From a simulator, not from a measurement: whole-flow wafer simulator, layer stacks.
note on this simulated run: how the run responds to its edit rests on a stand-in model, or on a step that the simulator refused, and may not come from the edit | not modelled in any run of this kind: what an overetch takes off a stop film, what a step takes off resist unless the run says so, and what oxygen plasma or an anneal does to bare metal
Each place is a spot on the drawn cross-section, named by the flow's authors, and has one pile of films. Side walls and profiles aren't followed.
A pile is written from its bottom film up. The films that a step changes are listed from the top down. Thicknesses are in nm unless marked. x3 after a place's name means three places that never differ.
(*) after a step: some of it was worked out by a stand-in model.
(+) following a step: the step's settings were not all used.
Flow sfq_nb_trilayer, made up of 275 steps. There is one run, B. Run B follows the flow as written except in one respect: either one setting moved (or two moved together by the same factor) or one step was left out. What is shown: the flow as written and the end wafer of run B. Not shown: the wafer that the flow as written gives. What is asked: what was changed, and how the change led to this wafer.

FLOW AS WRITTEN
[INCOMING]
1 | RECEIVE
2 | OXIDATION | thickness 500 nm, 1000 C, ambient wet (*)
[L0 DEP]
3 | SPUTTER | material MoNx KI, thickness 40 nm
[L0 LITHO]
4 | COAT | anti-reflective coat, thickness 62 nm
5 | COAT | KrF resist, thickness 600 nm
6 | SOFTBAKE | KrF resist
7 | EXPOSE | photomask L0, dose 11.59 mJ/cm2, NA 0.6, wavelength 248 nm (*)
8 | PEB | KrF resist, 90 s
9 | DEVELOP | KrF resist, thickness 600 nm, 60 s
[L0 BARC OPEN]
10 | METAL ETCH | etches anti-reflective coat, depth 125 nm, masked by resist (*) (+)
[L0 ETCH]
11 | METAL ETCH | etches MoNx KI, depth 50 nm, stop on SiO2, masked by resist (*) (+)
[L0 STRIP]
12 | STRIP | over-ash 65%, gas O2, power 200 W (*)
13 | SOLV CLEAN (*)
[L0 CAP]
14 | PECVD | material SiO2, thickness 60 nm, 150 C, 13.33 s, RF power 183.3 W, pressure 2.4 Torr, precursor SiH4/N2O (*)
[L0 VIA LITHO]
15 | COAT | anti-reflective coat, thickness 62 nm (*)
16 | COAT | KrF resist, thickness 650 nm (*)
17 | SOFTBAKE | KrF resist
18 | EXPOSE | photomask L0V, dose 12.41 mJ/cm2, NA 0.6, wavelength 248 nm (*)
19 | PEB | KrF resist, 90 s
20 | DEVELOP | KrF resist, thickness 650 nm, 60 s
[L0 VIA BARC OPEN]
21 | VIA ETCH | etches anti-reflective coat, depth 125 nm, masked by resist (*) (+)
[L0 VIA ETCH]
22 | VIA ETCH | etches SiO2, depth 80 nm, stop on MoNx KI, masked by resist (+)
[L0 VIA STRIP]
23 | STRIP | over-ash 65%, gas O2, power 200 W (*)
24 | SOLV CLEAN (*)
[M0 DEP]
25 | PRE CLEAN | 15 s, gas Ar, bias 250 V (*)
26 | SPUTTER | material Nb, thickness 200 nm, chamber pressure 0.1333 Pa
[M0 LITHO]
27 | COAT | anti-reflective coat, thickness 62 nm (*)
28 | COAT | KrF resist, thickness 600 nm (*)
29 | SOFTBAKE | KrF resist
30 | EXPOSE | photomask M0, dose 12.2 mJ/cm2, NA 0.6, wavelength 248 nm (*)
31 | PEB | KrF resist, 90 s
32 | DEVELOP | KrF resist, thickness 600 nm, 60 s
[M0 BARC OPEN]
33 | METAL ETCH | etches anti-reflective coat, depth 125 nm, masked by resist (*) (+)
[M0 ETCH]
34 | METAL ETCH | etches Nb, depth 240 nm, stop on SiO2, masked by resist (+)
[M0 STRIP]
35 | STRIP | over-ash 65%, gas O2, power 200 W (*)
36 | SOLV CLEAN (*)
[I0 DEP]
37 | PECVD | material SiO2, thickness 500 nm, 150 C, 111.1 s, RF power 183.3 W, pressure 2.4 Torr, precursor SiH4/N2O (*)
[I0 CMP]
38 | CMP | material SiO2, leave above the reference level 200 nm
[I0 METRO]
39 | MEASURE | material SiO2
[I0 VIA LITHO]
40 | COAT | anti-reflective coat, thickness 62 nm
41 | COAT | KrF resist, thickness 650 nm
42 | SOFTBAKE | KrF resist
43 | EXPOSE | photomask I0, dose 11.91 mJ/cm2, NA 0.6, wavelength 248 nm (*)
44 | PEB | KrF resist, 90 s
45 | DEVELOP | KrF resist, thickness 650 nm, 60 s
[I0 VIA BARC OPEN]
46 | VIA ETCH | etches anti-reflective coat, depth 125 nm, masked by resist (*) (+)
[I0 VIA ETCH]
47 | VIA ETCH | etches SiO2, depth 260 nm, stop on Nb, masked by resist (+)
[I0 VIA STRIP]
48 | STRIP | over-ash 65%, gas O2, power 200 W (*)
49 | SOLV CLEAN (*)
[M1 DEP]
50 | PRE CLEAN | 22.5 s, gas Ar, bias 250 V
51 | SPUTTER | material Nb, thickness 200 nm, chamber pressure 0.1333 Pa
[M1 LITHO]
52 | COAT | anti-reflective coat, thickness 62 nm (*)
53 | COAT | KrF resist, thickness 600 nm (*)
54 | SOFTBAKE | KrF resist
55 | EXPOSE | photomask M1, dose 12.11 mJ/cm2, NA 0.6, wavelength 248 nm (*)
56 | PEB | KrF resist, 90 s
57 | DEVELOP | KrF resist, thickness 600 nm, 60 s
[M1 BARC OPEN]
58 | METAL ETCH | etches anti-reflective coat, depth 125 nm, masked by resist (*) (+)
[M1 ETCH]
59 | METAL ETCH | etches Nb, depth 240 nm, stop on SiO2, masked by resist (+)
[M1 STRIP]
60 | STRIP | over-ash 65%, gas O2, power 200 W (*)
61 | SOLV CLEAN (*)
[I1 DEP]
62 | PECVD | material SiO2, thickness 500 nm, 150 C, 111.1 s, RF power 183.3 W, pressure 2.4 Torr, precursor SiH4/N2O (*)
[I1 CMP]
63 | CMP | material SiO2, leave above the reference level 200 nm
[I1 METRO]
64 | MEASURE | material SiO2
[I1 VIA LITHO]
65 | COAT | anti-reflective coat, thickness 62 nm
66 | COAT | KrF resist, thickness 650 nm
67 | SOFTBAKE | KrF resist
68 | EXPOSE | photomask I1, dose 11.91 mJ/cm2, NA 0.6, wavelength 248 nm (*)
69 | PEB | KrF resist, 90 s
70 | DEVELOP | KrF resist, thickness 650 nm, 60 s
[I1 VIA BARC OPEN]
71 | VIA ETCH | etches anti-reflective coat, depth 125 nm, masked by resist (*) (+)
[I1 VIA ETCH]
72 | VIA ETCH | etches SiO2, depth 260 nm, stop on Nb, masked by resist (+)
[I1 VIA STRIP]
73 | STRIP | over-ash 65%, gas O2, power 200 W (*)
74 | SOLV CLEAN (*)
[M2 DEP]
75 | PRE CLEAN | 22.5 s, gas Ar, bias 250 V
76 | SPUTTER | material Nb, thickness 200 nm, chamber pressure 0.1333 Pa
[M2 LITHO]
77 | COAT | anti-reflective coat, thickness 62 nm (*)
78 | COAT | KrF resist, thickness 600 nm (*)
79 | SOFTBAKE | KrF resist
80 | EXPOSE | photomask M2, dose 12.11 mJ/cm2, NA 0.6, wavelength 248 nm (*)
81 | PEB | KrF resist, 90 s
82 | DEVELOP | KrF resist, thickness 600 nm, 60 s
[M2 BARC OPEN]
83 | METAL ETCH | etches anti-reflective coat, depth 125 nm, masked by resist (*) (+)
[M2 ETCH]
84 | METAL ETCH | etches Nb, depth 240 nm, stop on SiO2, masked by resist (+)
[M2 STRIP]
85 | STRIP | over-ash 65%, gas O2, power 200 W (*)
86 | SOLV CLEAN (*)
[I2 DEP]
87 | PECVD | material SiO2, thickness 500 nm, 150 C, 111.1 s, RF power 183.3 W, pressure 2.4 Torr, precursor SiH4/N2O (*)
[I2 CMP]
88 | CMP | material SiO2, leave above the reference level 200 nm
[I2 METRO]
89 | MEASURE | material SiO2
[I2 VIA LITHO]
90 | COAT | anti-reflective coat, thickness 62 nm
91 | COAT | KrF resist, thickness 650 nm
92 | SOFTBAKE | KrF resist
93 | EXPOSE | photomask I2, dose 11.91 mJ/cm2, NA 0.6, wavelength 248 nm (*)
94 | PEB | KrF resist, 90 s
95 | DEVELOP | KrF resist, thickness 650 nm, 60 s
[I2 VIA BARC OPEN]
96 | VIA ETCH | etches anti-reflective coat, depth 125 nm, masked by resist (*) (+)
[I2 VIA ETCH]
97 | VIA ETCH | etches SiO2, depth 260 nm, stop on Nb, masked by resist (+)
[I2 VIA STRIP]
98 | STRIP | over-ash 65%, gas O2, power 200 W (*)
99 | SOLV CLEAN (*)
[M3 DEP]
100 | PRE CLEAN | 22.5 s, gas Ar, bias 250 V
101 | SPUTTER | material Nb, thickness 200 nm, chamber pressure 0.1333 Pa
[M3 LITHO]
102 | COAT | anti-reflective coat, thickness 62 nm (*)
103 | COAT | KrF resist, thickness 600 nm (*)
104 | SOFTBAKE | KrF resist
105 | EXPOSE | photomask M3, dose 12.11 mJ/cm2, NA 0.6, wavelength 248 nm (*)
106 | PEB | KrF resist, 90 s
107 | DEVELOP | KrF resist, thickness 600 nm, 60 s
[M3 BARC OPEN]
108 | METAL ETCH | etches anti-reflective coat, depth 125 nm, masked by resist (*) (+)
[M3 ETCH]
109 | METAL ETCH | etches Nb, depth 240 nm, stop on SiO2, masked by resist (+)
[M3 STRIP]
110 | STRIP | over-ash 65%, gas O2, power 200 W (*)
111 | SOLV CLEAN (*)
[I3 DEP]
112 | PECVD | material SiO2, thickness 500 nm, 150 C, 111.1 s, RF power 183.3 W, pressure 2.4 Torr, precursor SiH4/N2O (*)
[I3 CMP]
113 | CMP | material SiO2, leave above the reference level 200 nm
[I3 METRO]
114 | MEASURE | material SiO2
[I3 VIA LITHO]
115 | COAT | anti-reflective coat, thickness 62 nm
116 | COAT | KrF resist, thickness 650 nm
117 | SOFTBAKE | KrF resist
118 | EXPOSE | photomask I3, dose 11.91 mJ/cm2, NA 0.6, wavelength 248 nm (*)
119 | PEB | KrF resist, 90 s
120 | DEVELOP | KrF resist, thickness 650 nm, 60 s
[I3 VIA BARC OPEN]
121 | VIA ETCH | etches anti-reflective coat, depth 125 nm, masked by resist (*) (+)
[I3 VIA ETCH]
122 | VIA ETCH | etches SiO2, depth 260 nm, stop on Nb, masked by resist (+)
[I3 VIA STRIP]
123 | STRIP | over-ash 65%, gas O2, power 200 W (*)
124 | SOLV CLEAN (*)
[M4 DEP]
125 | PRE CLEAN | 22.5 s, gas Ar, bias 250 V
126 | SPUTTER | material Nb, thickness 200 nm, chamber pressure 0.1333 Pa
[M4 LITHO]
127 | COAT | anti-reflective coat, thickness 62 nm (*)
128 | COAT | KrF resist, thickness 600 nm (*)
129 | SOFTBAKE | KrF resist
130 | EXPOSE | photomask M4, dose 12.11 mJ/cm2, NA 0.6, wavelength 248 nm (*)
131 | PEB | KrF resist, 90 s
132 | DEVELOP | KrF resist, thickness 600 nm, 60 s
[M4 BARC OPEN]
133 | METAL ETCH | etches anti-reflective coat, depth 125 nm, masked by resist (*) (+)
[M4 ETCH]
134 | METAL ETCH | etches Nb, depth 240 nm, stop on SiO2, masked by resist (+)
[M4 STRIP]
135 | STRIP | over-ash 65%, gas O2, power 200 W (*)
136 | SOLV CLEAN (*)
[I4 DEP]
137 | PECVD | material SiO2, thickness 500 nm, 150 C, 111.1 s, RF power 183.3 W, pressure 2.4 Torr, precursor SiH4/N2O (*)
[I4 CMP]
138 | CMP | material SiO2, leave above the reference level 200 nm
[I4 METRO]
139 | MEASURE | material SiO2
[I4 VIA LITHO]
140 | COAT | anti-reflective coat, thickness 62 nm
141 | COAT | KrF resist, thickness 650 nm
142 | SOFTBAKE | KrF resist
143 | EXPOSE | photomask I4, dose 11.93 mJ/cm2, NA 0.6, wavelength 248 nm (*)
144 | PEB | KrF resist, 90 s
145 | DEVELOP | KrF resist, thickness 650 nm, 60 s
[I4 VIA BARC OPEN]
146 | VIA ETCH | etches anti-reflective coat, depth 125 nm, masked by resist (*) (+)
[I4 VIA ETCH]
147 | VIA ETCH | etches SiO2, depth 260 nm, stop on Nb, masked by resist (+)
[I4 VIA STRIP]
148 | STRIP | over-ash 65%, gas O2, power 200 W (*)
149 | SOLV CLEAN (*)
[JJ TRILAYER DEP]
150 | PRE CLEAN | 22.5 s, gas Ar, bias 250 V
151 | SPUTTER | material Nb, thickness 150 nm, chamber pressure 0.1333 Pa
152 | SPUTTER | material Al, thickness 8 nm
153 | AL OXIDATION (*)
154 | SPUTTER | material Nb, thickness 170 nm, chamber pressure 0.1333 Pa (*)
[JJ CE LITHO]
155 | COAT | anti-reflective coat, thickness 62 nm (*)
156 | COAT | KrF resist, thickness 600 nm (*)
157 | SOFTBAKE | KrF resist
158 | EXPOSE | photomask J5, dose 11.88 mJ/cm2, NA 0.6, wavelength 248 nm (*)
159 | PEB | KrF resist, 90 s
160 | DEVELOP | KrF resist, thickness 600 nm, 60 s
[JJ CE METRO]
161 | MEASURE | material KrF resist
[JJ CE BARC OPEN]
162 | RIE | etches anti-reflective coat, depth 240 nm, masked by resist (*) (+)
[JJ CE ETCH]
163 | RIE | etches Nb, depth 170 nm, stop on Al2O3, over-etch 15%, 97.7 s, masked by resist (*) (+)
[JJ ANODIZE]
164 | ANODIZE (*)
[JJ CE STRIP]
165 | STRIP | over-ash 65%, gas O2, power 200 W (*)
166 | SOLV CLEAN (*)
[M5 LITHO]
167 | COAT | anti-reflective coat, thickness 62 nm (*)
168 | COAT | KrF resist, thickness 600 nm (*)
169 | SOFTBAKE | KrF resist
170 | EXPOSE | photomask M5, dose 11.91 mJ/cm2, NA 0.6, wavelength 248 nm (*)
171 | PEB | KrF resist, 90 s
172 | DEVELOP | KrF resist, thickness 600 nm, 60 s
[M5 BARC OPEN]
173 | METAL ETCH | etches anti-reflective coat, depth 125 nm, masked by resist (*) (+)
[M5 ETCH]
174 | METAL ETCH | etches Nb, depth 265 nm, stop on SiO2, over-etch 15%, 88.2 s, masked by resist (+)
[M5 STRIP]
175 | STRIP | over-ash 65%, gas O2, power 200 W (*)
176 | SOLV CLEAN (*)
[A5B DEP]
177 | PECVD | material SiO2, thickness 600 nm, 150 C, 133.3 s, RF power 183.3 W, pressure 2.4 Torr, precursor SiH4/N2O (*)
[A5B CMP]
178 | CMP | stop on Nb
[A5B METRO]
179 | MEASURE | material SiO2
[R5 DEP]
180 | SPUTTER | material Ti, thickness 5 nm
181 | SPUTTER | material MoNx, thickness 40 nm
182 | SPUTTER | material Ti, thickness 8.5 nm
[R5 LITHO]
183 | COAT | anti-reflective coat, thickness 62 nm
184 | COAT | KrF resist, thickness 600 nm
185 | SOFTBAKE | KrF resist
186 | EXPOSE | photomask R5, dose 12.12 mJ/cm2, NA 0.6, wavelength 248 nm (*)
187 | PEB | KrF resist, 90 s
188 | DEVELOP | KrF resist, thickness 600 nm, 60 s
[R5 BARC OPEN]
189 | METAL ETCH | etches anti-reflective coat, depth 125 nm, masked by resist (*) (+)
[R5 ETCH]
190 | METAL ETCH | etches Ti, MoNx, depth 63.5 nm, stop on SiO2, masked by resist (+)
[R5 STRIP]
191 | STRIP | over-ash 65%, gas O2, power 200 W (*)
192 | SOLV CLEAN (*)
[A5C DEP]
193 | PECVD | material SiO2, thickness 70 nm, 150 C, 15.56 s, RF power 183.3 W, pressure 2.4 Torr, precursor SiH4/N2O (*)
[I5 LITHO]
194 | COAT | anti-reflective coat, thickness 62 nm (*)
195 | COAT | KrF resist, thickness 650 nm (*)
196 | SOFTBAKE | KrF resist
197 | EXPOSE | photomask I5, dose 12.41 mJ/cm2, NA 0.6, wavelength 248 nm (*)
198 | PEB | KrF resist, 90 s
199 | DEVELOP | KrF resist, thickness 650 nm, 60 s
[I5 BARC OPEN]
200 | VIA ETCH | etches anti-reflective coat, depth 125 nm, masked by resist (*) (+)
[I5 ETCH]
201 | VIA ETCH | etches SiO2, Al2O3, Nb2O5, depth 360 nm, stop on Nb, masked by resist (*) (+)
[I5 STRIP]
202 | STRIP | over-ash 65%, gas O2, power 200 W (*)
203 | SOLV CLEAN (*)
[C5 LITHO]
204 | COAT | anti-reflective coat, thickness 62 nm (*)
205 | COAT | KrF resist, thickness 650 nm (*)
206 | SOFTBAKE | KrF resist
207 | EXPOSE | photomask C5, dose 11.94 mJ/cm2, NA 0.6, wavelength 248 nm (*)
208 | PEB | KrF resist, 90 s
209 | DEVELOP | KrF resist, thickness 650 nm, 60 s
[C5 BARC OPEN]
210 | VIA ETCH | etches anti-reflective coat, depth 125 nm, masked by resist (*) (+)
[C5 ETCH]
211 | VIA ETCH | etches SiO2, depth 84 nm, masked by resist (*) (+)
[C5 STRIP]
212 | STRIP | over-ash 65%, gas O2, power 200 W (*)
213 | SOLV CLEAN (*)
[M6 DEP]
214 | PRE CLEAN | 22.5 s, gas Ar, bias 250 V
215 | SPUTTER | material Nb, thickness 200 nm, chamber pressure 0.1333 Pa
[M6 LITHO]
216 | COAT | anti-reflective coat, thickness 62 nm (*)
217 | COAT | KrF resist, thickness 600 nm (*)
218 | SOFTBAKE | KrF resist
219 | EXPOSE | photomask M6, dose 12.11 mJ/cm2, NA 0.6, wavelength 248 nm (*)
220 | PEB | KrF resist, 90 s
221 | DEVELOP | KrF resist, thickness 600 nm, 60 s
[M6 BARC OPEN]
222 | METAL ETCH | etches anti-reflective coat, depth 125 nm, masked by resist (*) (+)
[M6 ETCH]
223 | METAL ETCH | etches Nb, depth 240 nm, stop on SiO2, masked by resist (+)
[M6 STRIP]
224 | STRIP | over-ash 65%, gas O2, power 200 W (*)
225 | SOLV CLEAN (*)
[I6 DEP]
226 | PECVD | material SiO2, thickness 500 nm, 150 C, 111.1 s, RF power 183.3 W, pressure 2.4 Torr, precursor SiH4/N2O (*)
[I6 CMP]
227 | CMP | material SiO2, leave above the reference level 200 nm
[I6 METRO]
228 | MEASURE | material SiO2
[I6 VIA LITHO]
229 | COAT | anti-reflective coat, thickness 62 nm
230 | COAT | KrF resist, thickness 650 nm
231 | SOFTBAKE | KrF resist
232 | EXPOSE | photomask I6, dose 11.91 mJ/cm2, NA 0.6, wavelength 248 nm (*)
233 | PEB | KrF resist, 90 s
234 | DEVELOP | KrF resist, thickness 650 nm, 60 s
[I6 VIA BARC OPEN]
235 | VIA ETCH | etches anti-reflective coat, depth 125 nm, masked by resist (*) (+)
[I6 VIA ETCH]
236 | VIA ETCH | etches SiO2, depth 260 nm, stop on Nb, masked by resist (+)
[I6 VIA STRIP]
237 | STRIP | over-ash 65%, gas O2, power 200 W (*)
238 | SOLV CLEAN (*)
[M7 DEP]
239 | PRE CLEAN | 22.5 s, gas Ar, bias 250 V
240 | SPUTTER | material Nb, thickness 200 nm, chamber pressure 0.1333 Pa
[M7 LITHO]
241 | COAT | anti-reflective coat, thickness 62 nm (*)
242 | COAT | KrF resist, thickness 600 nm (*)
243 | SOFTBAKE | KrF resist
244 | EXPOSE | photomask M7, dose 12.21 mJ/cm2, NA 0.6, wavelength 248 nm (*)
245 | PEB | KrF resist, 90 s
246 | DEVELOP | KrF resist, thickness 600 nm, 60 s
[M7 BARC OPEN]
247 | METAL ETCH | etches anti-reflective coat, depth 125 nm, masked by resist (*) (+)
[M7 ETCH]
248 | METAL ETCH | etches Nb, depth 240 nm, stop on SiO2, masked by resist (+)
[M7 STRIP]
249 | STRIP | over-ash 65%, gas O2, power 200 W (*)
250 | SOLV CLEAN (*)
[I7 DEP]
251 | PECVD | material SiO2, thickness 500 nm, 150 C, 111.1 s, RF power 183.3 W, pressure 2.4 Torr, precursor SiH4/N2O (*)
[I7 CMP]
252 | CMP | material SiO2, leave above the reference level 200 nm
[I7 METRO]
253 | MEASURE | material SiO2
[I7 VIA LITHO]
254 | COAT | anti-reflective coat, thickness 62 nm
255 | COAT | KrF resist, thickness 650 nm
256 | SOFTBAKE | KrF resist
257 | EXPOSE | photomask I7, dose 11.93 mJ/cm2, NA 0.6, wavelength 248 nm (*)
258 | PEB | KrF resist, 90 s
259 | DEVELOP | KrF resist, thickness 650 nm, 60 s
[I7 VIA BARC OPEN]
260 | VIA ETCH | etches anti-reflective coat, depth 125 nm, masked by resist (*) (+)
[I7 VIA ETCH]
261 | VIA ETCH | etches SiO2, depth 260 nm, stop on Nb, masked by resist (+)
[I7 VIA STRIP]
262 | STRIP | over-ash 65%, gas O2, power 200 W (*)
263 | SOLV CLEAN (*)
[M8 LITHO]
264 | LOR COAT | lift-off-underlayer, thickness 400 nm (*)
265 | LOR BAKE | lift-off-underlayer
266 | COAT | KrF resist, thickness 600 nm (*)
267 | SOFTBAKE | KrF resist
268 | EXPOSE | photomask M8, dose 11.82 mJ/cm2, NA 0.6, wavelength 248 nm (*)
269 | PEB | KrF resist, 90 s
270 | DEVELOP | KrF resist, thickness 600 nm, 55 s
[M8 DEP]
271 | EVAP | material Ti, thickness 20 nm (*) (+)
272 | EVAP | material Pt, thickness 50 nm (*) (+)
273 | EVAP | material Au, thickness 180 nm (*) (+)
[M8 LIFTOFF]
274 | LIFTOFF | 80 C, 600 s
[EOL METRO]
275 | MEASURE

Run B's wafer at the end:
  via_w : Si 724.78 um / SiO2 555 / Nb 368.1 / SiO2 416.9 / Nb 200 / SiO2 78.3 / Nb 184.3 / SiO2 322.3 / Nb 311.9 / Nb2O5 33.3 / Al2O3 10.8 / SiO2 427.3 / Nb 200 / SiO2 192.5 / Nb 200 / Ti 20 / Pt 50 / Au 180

The reason: step 97, VIA ETCH: depth 114 nm was run, whereas the flow has depth 260 nm.

Step by step, how the change led to this:
  97 | VIA ETCH | etches SiO2, depth 260 nm, stop on Nb, masked by resist (+)
      via_w: SiO2 loses 114 (in the flow as written it would be: SiO2 loses 199.8 (all of it))
      field_l, v_sur, via_wl and 102 more: KrF resist loses 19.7 (in the flow as written it would be: KrF resist loses 44.8)
  98 | STRIP | over-ash 65%, gas O2, power 200 W (*)
      field_l, v_sur, via_wl and 102 more: KrF resist loses 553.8 (all of it), anti-reflective coat loses 62 (all of it) (in the flow as written it would be: KrF resist loses 528.6 (all of it), anti-reflective coat loses 62 (all of it))
  100 | PRE CLEAN | 22.5 s, gas Ar, bias 250 V
      via_w: SiO2 loses 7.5 (in the flow as written it would be: Nb loses 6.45)
  101 | SPUTTER | material Nb, thickness 200 nm, chamber pressure 0.1333 Pa
      via_w: Nb gains 184.3 (new film) (in the flow as written it would be: Nb gains 165.5)
  102 | COAT | anti-reflective coat, thickness 62 nm (*)
      via_wl, via_wr: anti-reflective coat gains 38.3 (new film) (in the flow as written it would be: anti-reflective coat gains 34.2 (new film))
      via_w: anti-reflective coat gains 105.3 (new film) (in the flow as written it would be: anti-reflective coat gains 124.8 (new film))
  103 | COAT | KrF resist, thickness 600 nm (*)
      via_w: KrF resist gains 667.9 (new film) (in the flow as written it would be: KrF resist gains 737.9 (new film))
  110 | STRIP | over-ash 65%, gas O2, power 200 W (*)
      via_wl, via_wr: KrF resist loses 391 (all of it), anti-reflective coat loses 38.3 (all of it) (in the flow as written it would be: KrF resist loses 384.2 (all of it), anti-reflective coat loses 34.2 (all of it))
      v_sur: KrF resist loses 373.3 (all of it), anti-reflective coat loses 60.4 (all of it) (in the flow as written it would be: KrF resist loses 365.3 (all of it), anti-reflective coat loses 61.1 (all of it))
      (and at 1 other place as well)
  112 | PECVD | material SiO2, thickness 500 nm, 150 C, 111.1 s, RF power 183.3 W, pressure 2.4 Torr, precursor SiH4/N2O (*)
      via_w: SiO2 gains 500 (new film) (in the flow as written it would be: SiO2 gains 615 (new film))
  113 | CMP | material SiO2, leave above the reference level 200 nm
      via_w: SiO2 loses 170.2 (in the flow as written it would be: SiO2 loses 181.6)
If metal films that touch count as one body, via_w has 6 bodies (between them, from the top down: SiO2 192.5; SiO2 427.3 / Al2O3 10.8 / Nb2O5 33.3; SiO2 322.3; SiO2 78.3; SiO2 416.9); the flow as written gives 5 bodies (between them, from the top down: SiO2 192.5; SiO2 427.3 / Al2O3 10.8 / Nb2O5 33.3; SiO2 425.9; SiO2 416.9).
